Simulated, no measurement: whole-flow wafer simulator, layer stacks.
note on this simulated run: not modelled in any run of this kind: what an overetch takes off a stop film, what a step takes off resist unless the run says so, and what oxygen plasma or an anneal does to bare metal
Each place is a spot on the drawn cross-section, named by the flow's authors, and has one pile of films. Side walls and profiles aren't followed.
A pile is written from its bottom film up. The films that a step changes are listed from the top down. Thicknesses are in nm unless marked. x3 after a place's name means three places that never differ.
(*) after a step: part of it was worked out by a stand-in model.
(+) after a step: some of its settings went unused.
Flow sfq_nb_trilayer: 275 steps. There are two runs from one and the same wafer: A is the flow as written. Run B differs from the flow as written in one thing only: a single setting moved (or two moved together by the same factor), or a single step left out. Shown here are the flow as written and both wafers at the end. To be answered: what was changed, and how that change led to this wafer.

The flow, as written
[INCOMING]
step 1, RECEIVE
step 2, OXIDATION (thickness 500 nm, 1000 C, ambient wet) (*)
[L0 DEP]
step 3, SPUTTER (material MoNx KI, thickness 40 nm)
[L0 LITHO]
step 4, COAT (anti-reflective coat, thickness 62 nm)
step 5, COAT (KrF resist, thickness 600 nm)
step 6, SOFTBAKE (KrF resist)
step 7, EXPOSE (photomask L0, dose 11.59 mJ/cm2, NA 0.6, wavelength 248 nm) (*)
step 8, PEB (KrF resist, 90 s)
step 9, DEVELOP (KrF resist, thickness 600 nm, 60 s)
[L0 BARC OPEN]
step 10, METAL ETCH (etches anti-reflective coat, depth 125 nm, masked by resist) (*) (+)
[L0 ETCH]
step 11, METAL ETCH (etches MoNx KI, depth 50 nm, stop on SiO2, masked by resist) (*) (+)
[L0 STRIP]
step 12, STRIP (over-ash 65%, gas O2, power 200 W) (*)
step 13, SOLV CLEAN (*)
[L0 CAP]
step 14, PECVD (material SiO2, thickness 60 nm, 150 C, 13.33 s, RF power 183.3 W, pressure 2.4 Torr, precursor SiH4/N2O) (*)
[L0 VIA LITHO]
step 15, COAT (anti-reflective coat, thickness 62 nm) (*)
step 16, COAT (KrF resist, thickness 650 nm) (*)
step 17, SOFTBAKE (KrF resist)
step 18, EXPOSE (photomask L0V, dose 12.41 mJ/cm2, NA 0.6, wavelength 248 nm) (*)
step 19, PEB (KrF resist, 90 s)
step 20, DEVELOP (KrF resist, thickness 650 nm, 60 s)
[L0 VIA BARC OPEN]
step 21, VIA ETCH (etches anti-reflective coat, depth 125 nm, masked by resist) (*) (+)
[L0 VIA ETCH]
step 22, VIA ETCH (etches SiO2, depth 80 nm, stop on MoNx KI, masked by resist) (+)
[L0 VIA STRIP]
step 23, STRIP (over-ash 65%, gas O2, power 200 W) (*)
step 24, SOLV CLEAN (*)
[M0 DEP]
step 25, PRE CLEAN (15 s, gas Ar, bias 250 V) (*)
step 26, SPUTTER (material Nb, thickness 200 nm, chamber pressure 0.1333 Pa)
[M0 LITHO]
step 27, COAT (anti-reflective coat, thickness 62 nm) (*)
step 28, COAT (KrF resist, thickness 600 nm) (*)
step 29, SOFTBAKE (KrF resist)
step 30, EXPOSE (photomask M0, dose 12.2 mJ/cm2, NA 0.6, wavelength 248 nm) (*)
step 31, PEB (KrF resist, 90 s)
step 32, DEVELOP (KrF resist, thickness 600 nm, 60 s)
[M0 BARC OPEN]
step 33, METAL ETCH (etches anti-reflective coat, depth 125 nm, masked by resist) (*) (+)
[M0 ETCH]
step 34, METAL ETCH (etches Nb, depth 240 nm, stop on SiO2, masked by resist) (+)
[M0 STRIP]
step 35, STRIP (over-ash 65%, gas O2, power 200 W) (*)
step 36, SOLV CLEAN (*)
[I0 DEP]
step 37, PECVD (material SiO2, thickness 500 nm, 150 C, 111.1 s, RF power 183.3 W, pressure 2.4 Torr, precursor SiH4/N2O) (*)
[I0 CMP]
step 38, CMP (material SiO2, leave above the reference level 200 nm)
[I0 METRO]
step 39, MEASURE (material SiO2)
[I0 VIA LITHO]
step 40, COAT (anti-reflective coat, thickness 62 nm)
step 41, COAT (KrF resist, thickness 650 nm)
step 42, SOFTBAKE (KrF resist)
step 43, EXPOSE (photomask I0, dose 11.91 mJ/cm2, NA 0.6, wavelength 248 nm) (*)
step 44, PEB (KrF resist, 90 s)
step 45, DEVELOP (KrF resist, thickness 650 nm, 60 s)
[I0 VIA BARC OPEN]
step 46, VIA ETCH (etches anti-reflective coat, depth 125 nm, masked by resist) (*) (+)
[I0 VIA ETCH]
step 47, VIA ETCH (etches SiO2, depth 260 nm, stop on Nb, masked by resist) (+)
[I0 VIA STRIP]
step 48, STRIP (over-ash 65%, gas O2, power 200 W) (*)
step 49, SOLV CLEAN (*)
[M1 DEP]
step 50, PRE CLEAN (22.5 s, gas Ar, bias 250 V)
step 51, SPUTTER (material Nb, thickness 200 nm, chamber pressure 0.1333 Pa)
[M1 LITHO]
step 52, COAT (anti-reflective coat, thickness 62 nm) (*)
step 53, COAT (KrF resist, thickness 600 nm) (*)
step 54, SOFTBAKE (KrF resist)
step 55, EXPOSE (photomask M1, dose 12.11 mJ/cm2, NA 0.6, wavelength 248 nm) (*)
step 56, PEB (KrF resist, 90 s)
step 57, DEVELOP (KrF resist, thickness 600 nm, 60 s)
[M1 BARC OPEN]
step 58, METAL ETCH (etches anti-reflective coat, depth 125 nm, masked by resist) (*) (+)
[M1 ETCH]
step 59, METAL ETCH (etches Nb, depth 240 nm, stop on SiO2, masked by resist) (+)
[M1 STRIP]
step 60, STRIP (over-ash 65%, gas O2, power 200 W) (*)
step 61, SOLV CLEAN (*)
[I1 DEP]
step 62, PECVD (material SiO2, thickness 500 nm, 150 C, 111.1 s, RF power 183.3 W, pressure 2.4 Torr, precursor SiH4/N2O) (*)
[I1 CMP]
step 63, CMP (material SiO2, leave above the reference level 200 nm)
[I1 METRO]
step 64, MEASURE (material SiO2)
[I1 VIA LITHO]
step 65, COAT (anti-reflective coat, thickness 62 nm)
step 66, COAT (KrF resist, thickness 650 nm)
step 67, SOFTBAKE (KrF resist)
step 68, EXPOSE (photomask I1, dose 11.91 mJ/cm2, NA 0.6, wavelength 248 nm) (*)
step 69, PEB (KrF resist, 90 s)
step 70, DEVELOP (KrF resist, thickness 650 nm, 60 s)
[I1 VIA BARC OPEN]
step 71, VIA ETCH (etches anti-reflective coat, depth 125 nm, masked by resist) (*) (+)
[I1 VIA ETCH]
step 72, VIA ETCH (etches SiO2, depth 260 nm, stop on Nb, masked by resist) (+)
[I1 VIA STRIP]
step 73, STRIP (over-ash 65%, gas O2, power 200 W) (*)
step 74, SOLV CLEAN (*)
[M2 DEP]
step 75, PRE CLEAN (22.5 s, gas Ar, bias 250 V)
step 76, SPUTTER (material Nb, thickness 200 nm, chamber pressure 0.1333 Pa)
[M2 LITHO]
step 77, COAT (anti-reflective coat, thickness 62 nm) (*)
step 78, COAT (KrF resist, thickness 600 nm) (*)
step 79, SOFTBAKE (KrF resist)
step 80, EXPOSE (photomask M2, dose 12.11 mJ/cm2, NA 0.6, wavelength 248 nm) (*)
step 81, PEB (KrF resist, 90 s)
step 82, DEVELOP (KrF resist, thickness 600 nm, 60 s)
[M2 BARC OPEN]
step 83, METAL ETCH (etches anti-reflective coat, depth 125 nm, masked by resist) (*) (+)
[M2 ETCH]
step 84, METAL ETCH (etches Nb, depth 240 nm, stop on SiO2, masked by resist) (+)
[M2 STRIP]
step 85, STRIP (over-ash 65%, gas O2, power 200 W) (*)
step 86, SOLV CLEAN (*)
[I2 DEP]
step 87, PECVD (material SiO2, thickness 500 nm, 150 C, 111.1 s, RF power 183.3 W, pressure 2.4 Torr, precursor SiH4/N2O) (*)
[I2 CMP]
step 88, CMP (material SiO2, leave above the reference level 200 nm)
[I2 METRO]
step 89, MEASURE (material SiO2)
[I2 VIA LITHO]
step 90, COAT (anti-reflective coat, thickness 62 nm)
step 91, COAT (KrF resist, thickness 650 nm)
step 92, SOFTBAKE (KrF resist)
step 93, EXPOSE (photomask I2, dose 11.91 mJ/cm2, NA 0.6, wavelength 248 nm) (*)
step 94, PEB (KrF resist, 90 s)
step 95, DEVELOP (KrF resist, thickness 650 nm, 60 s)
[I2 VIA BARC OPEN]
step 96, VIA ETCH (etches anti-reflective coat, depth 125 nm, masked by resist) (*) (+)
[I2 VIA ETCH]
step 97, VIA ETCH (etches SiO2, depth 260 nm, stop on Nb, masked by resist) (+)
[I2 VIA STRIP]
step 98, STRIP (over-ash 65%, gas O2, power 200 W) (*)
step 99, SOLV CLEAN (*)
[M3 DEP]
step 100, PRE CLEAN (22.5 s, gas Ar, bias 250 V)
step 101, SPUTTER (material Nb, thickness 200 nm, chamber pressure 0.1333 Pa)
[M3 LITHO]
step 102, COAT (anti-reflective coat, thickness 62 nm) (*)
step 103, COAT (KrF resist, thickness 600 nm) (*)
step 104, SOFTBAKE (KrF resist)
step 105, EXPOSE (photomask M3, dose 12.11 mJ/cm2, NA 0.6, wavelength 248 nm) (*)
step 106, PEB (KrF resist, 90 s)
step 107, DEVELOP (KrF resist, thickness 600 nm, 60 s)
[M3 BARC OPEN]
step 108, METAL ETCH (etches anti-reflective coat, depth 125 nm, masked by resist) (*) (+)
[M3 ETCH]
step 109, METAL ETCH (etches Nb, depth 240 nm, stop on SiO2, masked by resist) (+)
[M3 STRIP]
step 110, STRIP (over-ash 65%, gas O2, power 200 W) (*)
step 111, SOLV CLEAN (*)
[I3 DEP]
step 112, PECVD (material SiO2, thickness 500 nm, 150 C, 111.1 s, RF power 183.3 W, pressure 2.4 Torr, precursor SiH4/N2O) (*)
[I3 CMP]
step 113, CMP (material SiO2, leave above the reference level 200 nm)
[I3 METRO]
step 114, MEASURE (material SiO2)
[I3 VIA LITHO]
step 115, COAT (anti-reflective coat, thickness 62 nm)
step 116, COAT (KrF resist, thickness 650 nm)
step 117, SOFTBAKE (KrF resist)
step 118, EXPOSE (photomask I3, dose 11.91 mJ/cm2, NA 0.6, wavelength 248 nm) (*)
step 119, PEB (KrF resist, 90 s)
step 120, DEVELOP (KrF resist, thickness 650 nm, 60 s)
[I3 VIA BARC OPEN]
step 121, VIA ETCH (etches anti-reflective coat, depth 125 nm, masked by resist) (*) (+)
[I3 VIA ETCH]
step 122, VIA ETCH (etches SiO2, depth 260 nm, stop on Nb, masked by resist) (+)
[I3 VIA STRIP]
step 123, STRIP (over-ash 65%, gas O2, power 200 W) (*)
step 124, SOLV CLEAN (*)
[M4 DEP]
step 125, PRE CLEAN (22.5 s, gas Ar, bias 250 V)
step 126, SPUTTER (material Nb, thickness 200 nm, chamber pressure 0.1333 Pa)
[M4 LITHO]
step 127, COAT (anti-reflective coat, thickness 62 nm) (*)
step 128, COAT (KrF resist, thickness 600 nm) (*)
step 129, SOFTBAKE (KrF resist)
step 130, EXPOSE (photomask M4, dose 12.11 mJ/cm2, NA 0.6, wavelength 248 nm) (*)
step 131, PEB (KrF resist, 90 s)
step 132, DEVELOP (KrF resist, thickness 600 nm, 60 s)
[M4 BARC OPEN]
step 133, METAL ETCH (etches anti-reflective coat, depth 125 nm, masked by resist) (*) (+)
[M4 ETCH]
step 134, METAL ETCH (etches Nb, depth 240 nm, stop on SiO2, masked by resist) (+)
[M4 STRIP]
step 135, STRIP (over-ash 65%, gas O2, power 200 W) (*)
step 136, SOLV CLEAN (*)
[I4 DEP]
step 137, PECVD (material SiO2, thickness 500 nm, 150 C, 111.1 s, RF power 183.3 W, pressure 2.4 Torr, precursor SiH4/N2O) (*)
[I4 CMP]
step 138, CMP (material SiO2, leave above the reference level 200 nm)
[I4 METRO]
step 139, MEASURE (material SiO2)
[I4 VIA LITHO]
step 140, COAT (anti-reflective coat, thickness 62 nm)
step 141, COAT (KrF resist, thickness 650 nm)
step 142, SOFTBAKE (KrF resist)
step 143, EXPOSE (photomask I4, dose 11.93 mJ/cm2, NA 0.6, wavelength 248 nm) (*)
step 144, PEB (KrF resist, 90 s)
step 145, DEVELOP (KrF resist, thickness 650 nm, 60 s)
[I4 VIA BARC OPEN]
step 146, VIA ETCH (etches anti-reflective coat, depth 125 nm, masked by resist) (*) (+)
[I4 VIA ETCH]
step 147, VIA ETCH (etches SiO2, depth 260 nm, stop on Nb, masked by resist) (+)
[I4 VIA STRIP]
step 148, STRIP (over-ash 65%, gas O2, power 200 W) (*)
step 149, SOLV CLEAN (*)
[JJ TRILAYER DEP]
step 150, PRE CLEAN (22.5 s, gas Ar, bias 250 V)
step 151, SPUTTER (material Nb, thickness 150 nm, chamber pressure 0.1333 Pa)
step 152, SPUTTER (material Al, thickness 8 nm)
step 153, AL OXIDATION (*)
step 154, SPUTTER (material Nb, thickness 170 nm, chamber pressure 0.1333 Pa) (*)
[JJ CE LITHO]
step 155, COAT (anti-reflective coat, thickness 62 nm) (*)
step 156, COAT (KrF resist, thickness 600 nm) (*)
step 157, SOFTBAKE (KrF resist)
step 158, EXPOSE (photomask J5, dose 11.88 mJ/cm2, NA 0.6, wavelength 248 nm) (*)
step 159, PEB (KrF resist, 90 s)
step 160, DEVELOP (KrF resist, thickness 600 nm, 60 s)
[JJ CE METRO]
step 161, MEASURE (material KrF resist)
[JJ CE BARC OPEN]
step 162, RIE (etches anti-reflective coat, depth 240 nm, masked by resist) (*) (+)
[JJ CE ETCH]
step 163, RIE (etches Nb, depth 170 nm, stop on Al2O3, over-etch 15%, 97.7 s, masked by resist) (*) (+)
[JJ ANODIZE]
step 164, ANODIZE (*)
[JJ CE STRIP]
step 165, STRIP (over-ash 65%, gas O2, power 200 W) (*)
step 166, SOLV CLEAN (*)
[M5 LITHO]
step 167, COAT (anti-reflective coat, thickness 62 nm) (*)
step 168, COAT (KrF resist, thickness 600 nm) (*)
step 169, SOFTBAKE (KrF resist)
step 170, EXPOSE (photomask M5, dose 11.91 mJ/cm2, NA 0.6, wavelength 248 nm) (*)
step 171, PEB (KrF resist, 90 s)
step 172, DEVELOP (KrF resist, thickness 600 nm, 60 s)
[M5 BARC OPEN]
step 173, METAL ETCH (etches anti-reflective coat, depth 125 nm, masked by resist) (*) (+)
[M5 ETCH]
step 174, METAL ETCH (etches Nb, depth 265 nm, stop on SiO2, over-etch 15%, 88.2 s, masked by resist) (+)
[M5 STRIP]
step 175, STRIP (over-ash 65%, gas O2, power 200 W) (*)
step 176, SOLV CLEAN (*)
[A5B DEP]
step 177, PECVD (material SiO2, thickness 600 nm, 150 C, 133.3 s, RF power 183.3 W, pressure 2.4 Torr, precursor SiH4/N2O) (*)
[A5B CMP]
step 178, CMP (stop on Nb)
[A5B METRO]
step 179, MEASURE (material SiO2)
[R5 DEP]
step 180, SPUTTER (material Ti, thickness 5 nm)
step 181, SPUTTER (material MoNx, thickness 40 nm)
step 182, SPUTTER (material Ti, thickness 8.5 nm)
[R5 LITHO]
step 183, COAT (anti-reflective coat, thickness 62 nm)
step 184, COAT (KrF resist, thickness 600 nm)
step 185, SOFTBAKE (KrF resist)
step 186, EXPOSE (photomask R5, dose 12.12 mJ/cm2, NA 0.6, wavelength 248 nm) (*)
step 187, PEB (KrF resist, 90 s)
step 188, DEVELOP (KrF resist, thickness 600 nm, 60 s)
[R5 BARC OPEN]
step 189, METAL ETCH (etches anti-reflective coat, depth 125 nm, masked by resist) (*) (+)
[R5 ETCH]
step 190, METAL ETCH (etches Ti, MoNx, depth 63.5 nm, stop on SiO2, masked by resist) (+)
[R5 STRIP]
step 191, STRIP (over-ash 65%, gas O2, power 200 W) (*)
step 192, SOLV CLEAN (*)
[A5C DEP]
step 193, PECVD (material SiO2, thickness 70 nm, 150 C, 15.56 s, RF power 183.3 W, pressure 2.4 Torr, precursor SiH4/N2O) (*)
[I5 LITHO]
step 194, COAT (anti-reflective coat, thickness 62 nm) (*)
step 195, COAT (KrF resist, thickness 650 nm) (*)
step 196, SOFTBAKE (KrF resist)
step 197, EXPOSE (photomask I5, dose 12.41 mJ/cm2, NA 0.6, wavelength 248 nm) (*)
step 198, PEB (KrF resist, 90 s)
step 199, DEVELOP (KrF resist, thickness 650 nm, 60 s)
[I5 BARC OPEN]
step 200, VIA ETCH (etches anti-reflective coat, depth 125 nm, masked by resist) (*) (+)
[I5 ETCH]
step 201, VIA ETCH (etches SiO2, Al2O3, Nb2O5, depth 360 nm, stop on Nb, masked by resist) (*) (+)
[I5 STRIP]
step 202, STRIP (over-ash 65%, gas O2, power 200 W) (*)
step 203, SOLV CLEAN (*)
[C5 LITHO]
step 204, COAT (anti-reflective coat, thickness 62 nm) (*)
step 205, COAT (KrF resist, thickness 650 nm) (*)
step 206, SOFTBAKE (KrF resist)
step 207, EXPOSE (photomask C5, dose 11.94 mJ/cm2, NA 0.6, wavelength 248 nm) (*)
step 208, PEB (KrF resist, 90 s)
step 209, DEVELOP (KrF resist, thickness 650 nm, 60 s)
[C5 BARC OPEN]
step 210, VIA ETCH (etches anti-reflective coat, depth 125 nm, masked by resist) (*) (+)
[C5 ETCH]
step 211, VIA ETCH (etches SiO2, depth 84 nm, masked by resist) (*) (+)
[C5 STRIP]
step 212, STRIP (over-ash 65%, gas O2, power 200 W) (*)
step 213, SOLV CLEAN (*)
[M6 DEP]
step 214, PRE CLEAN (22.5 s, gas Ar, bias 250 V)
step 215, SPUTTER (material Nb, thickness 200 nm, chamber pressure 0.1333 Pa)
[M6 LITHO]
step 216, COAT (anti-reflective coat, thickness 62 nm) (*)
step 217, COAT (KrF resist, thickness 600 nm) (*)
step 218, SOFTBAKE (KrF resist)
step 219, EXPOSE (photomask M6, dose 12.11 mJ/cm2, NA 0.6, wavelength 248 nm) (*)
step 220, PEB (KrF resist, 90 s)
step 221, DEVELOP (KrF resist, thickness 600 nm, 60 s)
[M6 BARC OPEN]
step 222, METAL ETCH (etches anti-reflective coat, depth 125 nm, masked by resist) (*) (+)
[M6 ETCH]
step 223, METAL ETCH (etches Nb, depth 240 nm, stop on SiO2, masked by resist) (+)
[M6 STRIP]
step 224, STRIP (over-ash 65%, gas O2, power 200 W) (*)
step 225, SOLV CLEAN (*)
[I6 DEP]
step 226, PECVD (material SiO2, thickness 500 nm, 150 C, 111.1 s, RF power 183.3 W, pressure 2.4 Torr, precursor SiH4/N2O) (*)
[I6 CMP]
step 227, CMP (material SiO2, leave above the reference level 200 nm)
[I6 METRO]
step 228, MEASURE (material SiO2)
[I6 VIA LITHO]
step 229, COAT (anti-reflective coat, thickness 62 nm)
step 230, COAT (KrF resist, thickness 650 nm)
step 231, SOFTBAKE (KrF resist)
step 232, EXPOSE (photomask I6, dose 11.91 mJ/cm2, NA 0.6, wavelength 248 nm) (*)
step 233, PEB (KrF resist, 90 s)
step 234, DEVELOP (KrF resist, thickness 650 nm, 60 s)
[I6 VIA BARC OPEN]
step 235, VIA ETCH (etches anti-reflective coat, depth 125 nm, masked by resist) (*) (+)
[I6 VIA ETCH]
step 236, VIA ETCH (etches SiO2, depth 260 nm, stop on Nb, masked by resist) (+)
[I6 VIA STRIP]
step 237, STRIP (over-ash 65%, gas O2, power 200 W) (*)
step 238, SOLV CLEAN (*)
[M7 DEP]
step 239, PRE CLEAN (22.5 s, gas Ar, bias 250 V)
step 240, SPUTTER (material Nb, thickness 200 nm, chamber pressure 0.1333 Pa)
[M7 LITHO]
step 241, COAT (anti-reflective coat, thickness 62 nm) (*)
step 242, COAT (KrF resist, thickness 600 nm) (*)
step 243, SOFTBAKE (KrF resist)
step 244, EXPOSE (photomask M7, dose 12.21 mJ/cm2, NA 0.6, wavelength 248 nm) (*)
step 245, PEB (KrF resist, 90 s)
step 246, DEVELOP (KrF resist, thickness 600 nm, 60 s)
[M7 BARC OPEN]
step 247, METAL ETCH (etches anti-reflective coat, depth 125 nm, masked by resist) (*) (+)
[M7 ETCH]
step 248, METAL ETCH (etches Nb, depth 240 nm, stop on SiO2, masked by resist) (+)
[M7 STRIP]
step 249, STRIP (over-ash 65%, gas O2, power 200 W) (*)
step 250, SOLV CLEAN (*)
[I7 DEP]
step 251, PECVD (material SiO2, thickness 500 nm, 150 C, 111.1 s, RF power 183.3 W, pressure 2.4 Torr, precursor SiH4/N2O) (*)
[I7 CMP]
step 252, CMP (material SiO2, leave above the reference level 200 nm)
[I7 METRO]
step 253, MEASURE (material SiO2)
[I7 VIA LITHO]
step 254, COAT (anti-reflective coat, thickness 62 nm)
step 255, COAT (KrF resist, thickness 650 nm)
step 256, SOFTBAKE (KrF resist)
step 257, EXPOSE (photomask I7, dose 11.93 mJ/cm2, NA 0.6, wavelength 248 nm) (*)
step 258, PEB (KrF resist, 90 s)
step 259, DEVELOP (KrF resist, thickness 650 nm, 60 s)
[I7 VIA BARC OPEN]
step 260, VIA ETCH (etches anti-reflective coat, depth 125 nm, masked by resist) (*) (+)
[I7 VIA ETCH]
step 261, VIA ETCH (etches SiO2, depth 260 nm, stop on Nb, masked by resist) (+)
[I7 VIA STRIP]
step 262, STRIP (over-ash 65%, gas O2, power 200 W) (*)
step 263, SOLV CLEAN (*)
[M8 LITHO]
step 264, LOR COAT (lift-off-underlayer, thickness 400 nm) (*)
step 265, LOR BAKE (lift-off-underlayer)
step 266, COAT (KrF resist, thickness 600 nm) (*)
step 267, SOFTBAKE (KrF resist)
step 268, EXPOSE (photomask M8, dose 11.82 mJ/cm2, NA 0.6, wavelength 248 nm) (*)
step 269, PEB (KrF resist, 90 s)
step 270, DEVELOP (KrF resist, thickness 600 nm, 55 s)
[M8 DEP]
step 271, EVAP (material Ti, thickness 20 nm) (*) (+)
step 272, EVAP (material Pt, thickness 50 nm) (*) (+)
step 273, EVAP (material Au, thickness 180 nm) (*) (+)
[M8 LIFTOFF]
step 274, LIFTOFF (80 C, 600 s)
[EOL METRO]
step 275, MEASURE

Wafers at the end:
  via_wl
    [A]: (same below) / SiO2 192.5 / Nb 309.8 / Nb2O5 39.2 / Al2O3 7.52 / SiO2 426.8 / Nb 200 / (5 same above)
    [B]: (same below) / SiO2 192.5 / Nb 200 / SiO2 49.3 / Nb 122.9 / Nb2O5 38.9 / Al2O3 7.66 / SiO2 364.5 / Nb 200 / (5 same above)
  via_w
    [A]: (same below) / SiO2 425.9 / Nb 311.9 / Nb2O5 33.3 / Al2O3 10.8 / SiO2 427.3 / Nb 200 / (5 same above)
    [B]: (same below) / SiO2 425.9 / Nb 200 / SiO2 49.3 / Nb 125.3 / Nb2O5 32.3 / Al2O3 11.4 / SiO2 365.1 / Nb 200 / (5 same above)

Cause: step 147, VIA ETCH: depth 143 nm was run, though the flow has depth 260 nm.

Step by step, how the change led to this:
  step 147, VIA ETCH (etches SiO2, depth 260 nm, stop on Nb, masked by resist) (+)
      via_wl, via_w, via_wr: A -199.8 SiO2 (all of it) | B -143 SiO2
      field_l, v_sur, via_sp and 100 more: A -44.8 KrF resist | B -24.7 KrF resist
  step 148, STRIP (over-ash 65%, gas O2, power 200 W) (*)
      field_l, v_sur, via_sp and 100 more: A -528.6 KrF resist (all of it), -62 anti-reflective coat (all of it) | B -548.8 KrF resist (all of it), -62 anti-reflective coat (all of it)
  step 150, PRE CLEAN (22.5 s, gas Ar, bias 250 V)
      via_wl, via_w, via_wr: A -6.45 Nb | B -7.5 SiO2
  step 151, SPUTTER (material Nb, thickness 150 nm, chamber pressure 0.1333 Pa)
      via_wl, via_w, via_wr: A +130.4 Nb | B +136.9 Nb (new film)
  step 154, SPUTTER (material Nb, thickness 170 nm, chamber pressure 0.1333 Pa) (*)
      via_wl, via_wr: A +140.7 Nb (new film) | B +150.4 Nb (new film)
      via_w: A +141 Nb (new film) | B +150.8 Nb (new film)
  step 155, COAT (anti-reflective coat, thickness 62 nm) (*)
      via_wl, via_wr: A +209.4 anti-reflective coat (new film) | B +158.6 anti-reflective coat (new film)
      v_sur: A +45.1 anti-reflective coat (new film) | B +47.4 anti-reflective coat (new film)
      (also at 2 further places)
  step 156, COAT (KrF resist, thickness 600 nm) (*)
      via_w: A +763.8 KrF resist (new film) | B +711 KrF resist (new film)
  step 160, DEVELOP (KrF resist, thickness 600 nm, 60 s)
      via_w: A -762.1 KrF resist (all of it) | B -709.4 KrF resist (all of it)
  step 162, RIE (etches anti-reflective coat, depth 240 nm, masked by resist) (*) (+)
      ce_l, c5j, ce_r, wl_jj: A -209.4 KrF resist | B -158.6 KrF resist
      via_wl, via_wr: A -209.4 anti-reflective coat (all of it) | B -158.6 anti-reflective coat (all of it)
      (also at 3 further places)
  step 163, RIE (etches Nb, depth 170 nm, stop on Al2O3, over-etch 15%, 97.7 s, masked by resist) (*) (+)
      via_wl, via_wr: A -140.7 Nb (all of it), -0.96 Al2O3 (all of it) | B -150.4 Nb (all of it), -0.96 Al2O3 (all of it)
      via_w: A -141 Nb (all of it), -0.96 Al2O3 (all of it) | B -150.8 Nb (all of it), -0.96 Al2O3 (all of it)
  step 164, ANODIZE (*)
      via_w: A +10.8 Al2O3 (new film), +33.3 Nb2O5 (new film), -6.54 Al (all of it), -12 Nb | B +11.4 Al2O3 (new film), +32.3 Nb2O5 (new film), -6.91 Al (all of it), -11.6 Nb
  step 165, STRIP (over-ash 65%, gas O2, power 200 W) (*)
      ce_l: A -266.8 KrF resist (all of it), -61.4 anti-reflective coat (all of it) | B -317.9 KrF resist (all of it), -61.6 anti-reflective coat (all of it)
      c5j: A -266.9 KrF resist (all of it), -61.5 anti-reflective coat (all of it) | B -318 KrF resist (all of it), -61.6 anti-reflective coat (all of it)
      (also at 2 further places)
  step 167, COAT (anti-reflective coat, thickness 62 nm) (*)
      via_wl: A +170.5 anti-reflective coat (new film) | B +123.2 anti-reflective coat (new film)
      via_w: A +84.1 anti-reflective coat (new film) | B +74.9 anti-reflective coat (new film)
      (also at 1 further place)
  step 168, COAT (KrF resist, thickness 600 nm) (*)
      via_w: A +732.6 KrF resist (new film) | B +695.1 KrF resist (new film)
  step 175, STRIP (over-ash 65%, gas O2, power 200 W) (*)
      v_sur: A -349.2 KrF resist (all of it), -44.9 anti-reflective coat (all of it) | B -358.7 KrF resist (all of it), -44.2 anti-reflective coat (all of it)
      via_wl: A -427 KrF resist (all of it), -170.5 anti-reflective coat (all of it) | B -424.6 KrF resist (all of it), -123.2 anti-reflective coat (all of it)
      (also at 2 further places)
  step 178, CMP (stop on Nb)
      via_wl, via_wr: A -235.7 SiO2 | B -298 SiO2
      via_w: A -235.2 SiO2 | B -297.4 SiO2
If metal films that touch count as one body, via_wl has 8 bodies (between them, from the top down: SiO2 192.5; SiO2 364.5 / Al2O3 7.66 / Nb2O5 38.9; SiO2 49.3; SiO2 192.5; SiO2 192.5; SiO2 192.5; SiO2 192.5); the flow as written gives 7 bodies (between them, from the top down: SiO2 192.5; SiO2 426.8 / Al2O3 7.52 / Nb2O5 39.2; SiO2 192.5; SiO2 192.5; SiO2 192.5; SiO2 192.5).
If metal films that touch count as one body, via_w has 6 bodies (between them, from the top down: SiO2 192.5; SiO2 365.1 / Al2O3 11.4 / Nb2O5 32.3; SiO2 49.3; SiO2 425.9; SiO2 416.9); the flow as written gives 5 bodies (between them, from the top down: SiO2 192.5; SiO2 427.3 / Al2O3 10.8 / Nb2O5 33.3; SiO2 425.9; SiO2 416.9).
